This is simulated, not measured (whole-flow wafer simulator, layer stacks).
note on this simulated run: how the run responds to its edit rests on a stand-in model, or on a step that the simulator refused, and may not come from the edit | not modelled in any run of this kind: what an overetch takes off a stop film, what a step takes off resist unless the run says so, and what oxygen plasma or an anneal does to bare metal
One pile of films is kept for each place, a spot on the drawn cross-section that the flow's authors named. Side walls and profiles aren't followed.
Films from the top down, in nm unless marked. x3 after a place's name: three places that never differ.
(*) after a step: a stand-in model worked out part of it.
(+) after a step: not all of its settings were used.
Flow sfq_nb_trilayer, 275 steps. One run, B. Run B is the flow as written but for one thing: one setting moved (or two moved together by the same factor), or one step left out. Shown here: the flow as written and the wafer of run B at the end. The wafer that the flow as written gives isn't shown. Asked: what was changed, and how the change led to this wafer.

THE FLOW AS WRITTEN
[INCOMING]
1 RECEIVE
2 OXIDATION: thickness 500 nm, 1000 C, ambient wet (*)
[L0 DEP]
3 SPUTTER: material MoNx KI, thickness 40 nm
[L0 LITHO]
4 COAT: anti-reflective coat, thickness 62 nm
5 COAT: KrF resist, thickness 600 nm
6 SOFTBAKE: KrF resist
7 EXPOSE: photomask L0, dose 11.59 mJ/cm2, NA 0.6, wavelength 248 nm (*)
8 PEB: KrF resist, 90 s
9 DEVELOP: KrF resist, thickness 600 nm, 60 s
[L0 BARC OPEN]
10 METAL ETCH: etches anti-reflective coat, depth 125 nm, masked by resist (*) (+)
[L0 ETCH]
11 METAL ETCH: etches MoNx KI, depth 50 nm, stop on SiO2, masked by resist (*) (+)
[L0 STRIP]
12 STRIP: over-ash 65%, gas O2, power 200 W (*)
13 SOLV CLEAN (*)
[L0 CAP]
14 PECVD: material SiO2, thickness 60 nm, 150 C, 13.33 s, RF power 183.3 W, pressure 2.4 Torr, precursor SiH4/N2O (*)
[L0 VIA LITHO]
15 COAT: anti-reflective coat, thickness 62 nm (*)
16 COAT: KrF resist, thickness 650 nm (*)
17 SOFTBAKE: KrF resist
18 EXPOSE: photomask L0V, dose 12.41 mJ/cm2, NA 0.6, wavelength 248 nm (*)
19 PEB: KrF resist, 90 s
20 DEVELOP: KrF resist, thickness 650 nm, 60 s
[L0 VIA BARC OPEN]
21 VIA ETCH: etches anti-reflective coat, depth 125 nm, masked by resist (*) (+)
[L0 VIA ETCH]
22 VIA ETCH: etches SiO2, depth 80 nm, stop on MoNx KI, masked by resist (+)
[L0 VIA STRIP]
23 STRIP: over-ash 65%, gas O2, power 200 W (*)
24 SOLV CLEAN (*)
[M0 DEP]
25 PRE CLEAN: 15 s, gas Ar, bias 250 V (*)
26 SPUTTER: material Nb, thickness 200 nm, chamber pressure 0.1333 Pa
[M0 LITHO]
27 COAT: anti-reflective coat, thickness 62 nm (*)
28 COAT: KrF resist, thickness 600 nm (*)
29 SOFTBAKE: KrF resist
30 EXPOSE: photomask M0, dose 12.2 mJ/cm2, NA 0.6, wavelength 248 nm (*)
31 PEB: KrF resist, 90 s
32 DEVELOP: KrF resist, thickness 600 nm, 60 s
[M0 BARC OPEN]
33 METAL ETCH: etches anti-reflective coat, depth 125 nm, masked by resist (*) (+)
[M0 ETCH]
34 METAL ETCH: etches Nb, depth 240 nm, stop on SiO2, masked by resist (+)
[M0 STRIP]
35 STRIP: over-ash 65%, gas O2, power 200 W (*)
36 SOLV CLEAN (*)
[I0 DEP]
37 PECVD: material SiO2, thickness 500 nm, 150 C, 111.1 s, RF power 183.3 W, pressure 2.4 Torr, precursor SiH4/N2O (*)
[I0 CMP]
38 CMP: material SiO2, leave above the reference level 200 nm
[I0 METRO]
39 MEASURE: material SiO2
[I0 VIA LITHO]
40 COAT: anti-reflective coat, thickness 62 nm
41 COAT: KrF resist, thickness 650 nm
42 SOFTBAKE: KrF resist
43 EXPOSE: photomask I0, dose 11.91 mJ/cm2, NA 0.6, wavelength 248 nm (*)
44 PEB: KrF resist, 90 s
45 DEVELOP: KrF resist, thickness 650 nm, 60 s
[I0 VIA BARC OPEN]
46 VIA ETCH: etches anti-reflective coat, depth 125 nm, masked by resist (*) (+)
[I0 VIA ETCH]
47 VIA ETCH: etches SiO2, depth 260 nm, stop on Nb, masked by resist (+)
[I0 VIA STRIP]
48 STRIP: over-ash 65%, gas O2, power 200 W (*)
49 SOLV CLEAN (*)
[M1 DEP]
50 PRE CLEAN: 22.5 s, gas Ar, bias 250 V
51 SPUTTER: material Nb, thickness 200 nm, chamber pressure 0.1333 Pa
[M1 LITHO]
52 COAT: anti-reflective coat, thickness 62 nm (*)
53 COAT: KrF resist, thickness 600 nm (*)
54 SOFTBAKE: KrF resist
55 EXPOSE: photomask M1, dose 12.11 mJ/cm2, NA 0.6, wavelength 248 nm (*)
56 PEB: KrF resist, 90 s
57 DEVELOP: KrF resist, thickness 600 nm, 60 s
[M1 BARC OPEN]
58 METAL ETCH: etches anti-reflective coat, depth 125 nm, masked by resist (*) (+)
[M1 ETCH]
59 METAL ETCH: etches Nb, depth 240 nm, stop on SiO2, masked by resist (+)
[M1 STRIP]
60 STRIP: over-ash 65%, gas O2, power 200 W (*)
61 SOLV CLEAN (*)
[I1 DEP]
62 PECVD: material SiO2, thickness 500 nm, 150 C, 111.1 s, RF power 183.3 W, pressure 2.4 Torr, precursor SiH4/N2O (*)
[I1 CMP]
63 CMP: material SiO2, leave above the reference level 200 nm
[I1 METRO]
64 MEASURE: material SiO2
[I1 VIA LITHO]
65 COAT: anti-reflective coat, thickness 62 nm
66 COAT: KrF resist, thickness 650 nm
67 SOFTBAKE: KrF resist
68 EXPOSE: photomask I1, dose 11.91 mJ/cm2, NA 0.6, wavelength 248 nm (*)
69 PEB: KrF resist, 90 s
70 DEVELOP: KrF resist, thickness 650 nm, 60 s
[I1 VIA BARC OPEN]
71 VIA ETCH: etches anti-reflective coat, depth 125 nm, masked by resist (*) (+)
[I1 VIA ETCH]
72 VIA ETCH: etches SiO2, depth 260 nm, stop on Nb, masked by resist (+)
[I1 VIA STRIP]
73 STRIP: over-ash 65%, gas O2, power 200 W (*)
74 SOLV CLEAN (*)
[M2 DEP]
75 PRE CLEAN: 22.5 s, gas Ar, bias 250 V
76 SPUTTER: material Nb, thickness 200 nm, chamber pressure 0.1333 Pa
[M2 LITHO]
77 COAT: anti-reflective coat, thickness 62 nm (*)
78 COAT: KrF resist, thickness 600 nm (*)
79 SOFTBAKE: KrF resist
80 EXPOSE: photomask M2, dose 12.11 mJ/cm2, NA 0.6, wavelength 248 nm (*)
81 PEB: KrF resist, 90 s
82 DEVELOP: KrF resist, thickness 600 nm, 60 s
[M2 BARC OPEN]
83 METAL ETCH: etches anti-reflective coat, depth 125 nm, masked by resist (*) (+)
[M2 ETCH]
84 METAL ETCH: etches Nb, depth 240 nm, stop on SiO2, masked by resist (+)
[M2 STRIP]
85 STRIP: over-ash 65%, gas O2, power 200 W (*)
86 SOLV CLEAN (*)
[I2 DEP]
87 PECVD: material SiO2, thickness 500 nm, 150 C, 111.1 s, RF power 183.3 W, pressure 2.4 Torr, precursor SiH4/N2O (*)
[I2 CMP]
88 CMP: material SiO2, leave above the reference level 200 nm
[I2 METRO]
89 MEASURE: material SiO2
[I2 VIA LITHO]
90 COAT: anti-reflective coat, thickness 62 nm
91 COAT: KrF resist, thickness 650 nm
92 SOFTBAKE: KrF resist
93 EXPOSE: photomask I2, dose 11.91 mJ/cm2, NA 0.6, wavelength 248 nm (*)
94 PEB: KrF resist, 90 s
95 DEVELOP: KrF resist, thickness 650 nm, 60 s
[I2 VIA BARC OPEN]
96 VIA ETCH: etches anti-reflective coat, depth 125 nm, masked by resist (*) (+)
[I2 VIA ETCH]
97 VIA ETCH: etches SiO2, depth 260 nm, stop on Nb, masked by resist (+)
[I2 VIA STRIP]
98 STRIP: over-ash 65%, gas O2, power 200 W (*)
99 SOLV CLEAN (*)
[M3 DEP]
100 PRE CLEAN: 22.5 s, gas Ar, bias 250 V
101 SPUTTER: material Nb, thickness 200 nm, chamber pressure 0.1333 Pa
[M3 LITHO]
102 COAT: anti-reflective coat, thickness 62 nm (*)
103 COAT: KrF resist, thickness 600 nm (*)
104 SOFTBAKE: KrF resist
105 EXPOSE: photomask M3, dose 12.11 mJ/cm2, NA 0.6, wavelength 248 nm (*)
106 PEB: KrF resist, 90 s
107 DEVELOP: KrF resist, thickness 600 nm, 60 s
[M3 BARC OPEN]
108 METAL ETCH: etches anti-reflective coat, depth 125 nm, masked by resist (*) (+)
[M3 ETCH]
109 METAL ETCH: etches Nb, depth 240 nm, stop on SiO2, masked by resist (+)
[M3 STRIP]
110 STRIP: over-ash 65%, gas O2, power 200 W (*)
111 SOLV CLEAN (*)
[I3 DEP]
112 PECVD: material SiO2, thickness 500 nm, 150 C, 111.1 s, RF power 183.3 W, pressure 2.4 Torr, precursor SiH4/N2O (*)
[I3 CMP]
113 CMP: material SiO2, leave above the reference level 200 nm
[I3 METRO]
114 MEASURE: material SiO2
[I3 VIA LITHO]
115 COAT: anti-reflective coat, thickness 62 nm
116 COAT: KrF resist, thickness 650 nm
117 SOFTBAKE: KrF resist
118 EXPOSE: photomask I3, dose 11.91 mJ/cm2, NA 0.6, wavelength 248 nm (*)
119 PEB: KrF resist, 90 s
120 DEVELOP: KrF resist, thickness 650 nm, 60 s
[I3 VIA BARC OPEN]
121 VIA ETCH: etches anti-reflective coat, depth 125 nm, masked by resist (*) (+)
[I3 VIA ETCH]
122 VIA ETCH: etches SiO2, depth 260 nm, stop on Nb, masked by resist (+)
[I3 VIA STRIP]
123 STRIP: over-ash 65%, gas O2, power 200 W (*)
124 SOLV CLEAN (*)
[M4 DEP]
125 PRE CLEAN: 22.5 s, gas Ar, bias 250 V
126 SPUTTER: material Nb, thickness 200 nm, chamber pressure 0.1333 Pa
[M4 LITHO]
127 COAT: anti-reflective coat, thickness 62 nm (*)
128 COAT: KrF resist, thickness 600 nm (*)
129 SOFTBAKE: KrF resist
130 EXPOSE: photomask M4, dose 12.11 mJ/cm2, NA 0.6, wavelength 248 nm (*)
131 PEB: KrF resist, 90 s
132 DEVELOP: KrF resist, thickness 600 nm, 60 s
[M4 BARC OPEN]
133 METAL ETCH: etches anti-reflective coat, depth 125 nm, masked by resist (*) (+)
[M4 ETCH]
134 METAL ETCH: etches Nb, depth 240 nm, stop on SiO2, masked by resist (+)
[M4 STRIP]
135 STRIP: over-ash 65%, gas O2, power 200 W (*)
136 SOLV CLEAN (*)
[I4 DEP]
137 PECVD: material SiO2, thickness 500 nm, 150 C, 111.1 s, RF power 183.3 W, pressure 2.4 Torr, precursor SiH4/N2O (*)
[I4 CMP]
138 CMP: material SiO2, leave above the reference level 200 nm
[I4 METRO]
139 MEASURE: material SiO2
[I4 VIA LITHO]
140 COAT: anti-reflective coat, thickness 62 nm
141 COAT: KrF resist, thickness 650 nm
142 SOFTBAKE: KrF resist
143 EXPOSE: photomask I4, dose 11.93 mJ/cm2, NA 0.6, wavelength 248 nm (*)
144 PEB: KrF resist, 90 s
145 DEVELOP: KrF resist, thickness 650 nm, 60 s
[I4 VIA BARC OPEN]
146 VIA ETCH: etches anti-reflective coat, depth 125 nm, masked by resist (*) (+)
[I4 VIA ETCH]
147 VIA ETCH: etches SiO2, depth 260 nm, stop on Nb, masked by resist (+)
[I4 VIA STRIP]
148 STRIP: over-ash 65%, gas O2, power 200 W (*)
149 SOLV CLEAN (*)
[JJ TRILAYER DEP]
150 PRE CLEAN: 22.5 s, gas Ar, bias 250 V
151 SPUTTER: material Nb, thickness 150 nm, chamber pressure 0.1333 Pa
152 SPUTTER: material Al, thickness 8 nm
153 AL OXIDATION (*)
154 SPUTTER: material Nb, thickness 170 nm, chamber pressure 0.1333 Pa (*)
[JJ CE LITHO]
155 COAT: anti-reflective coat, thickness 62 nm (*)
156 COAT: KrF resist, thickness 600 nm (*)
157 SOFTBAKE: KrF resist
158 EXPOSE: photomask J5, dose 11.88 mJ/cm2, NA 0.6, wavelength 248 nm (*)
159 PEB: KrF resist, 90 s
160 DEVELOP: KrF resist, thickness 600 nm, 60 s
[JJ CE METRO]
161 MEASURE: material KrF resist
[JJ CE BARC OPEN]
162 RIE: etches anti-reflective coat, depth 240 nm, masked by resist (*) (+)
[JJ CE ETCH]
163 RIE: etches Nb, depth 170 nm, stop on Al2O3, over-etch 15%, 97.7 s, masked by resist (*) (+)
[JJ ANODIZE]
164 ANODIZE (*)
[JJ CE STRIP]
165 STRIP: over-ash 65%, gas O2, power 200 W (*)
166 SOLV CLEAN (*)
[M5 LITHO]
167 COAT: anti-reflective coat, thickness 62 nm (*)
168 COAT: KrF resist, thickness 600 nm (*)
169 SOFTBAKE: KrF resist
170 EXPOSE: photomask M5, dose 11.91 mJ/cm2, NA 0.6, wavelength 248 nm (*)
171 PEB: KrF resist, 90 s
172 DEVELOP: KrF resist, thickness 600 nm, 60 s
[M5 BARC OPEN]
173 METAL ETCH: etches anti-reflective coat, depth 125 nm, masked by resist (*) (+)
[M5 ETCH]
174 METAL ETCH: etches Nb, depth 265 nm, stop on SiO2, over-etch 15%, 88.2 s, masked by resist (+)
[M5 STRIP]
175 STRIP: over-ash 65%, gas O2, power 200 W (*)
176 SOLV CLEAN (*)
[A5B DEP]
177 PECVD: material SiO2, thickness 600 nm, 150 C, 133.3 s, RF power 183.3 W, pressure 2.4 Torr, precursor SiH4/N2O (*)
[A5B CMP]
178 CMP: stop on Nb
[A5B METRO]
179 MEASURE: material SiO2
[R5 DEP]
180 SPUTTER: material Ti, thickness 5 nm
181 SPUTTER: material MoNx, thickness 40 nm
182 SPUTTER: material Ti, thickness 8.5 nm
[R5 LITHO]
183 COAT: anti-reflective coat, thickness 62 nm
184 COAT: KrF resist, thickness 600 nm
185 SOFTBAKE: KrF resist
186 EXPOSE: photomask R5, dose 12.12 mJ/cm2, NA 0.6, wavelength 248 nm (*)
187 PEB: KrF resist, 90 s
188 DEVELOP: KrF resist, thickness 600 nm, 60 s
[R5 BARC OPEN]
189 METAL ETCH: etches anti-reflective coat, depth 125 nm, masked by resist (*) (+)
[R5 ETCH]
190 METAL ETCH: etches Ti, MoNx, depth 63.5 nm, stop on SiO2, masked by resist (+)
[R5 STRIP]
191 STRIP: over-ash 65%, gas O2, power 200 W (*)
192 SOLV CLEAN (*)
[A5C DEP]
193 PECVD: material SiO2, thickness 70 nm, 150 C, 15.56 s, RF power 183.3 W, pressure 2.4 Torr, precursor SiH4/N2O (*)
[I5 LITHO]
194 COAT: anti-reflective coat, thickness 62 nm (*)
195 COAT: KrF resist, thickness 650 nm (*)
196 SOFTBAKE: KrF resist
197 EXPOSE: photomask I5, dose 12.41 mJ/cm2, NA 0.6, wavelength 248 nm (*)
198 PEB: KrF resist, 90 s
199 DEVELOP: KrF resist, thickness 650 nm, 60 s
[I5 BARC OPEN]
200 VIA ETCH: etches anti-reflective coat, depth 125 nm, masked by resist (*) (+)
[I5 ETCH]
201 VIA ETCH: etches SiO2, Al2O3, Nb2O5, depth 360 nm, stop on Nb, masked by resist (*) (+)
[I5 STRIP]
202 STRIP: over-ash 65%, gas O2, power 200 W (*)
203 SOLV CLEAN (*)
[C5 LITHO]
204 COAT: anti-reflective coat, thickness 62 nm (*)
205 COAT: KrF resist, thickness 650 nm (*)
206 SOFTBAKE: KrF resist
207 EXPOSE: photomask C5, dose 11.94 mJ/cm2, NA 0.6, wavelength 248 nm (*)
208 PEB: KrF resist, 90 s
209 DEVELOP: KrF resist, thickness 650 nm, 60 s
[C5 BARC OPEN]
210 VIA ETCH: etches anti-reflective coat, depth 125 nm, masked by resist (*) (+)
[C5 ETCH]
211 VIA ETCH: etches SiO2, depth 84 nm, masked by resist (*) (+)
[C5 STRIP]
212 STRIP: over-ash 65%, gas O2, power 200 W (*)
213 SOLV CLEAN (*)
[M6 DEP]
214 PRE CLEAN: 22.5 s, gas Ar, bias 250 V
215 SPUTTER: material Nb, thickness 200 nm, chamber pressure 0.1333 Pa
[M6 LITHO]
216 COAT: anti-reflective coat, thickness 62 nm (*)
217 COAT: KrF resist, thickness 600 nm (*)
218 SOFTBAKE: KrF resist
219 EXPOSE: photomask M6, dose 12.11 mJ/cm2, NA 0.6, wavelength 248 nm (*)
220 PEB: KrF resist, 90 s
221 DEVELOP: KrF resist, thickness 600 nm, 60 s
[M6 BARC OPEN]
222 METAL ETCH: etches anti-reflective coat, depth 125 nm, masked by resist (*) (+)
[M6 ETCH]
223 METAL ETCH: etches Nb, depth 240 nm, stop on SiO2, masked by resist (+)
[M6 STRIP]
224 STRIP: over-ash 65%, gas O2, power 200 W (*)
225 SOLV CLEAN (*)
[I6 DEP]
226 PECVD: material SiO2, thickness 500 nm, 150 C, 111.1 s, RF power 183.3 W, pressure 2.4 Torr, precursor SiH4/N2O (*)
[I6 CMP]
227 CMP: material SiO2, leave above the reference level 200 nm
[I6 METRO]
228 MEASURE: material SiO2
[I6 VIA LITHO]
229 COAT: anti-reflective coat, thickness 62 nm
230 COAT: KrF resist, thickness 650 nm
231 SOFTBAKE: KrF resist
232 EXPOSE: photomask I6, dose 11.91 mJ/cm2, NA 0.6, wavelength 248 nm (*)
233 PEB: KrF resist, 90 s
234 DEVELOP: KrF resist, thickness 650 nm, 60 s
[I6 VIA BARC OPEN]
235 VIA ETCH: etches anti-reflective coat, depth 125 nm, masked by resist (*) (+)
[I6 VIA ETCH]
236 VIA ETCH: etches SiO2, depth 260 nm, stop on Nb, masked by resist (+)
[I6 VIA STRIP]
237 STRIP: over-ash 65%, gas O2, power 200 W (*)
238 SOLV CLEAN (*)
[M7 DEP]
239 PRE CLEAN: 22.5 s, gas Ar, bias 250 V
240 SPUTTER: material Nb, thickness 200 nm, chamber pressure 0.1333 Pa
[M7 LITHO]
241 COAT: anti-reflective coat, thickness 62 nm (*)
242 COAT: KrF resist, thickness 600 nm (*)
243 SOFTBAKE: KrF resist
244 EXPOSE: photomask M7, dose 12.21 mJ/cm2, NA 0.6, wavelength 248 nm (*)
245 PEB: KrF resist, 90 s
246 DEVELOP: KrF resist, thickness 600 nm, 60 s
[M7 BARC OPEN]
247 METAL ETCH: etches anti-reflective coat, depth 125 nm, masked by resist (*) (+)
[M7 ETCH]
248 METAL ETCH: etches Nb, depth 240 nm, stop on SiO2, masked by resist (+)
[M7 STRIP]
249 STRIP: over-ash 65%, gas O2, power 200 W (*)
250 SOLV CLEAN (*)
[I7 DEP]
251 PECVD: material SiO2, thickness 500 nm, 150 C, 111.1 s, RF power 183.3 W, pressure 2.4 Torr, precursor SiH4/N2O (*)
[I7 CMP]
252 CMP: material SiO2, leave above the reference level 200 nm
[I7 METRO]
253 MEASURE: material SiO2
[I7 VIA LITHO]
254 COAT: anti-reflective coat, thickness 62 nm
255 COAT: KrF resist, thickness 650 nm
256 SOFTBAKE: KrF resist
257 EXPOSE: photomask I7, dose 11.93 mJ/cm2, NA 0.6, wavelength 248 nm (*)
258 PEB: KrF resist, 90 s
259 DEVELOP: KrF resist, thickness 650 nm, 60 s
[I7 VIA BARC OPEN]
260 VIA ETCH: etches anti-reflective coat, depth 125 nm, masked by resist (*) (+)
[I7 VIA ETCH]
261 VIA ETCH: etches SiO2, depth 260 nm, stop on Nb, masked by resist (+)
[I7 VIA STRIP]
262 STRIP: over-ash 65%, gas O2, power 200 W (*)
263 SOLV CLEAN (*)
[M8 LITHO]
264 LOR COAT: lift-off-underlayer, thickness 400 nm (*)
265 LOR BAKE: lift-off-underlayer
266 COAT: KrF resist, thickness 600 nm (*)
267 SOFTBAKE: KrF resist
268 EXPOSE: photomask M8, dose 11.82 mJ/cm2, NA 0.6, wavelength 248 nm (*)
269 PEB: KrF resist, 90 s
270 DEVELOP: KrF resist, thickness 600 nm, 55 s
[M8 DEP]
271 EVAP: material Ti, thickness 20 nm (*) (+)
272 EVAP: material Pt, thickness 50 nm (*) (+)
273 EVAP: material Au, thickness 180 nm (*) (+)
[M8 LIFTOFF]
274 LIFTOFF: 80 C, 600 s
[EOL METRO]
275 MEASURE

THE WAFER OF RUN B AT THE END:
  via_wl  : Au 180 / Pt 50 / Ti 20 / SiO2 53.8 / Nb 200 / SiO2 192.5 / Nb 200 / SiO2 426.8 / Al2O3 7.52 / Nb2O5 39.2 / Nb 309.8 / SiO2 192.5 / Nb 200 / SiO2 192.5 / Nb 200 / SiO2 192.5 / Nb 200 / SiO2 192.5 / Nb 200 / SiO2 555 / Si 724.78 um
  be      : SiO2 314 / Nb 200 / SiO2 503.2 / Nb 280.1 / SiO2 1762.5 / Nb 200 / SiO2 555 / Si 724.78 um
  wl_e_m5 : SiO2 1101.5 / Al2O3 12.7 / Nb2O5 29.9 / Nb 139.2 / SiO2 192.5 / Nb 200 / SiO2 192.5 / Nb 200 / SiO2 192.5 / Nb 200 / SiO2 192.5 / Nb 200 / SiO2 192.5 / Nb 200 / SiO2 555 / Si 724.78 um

The cause: step 252, CMP: leave above the reference level 314 nm was run, where the flow has leave above the reference level 200 nm.
It can be read off the wafer: be has SiO2 314, and step 252 as written asks for 200 nm.

How the change led to this, step by step:
  252 CMP: material SiO2, leave above the reference level 200 nm
      field_l, p4_fl, p4_fm and 56 more: nothing (as written it would be: SiO2 -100)
      field_r, lsp_l: nothing (as written it would be: SiO2 -77.7)
      (and at 45 more places)
  254 COAT: anti-reflective coat, thickness 62 nm
      m0r_space_l, m0r_space_r, m6r_space_l, m6r_space_r: anti-reflective coat +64 (new film) (as written it would be: anti-reflective coat +62 (new film))
      field_l, wl_c_sl: anti-reflective coat +64.4 (new film) (as written it would be: anti-reflective coat +62 (new film))
      (and at 21 more places)
  255 COAT: KrF resist, thickness 650 nm
      lsp_l: KrF resist +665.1 (new film) (as written it would be: KrF resist +650 (new film))
  261 VIA ETCH: etches SiO2, depth 260 nm, stop on Nb, masked by resist (+)
      via_wl, via_w, via_wr: SiO2 -260 (as written it would be: SiO2 -199.8 (all of it))
  262 STRIP: over-ash 65%, gas O2, power 200 W (*)
      m0r_space_l, m0r_space_r, m6r_space_l, m6r_space_r: KrF resist -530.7 (all of it), anti-reflective coat -64 (all of it) (as written it would be: KrF resist -528.6 (all of it), anti-reflective coat -62 (all of it))
      m5r_linepad_l, m5r_linepad_r: KrF resist -526.4 (all of it), anti-reflective coat -68.4 (all of it) (as written it would be: KrF resist -528.6 (all of it), anti-reflective coat -62 (all of it))
      (and at 21 more places)
  264 LOR COAT: lift-off-underlayer, thickness 400 nm (*)
      v_sur: lift-off-underlayer +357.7 (new film) (as written it would be: lift-off-underlayer +369.4 (new film))
      via_wl: lift-off-underlayer +590.3 (new film) (as written it would be: lift-off-underlayer +549.8 (new film))
      (and at 8 more places)
  270 DEVELOP: KrF resist, thickness 600 nm, 55 s
      v_sur: KrF resist -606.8 (all of it), lift-off-underlayer -357.7 (all of it) (as written it would be: KrF resist -607.3 (all of it), lift-off-underlayer -369.4 (all of it))
      via_wl: KrF resist -630.8 (all of it), lift-off-underlayer -590.3 (all of it) (as written it would be: KrF resist -623.9 (all of it), lift-off-underlayer -549.8 (all of it))
      (and at 3 more places)
  274 LIFTOFF: 80 C, 600 s
      field_r: Au -180 (all of it), Pt -50 (all of it), Ti -20 (all of it), KrF resist -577 (all of it), lift-off-underlayer -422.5 (all of it) (as written it would be: Au -180 (all of it), Pt -50 (all of it), Ti -20 (all of it), KrF resist -573.5 (all of it), lift-off-underlayer -399.6 (all of it))
      lsp_l: Au -180 (all of it), Pt -50 (all of it), Ti -20 (all of it), KrF resist -577.8 (all of it), lift-off-underlayer -421.2 (all of it) (as written it would be: Au -180 (all of it), Pt -50 (all of it), Ti -20 (all of it), KrF resist -573.4 (all of it), lift-off-underlayer -399.6 (all of it))
      (and at 3 more places)
Counting metal films that touch as one body, via_wl has 8 bodies (between them, from the top down: SiO2 53.8; SiO2 192.5; SiO2 426.8 / Al2O3 7.52 / Nb2O5 39.2; SiO2 192.5; SiO2 192.5; SiO2 192.5; SiO2 192.5); the flow as written gives 7 bodies (between them, from the top down: SiO2 192.5; SiO2 426.8 / Al2O3 7.52 / Nb2O5 39.2; SiO2 192.5; SiO2 192.5; SiO2 192.5; SiO2 192.5).
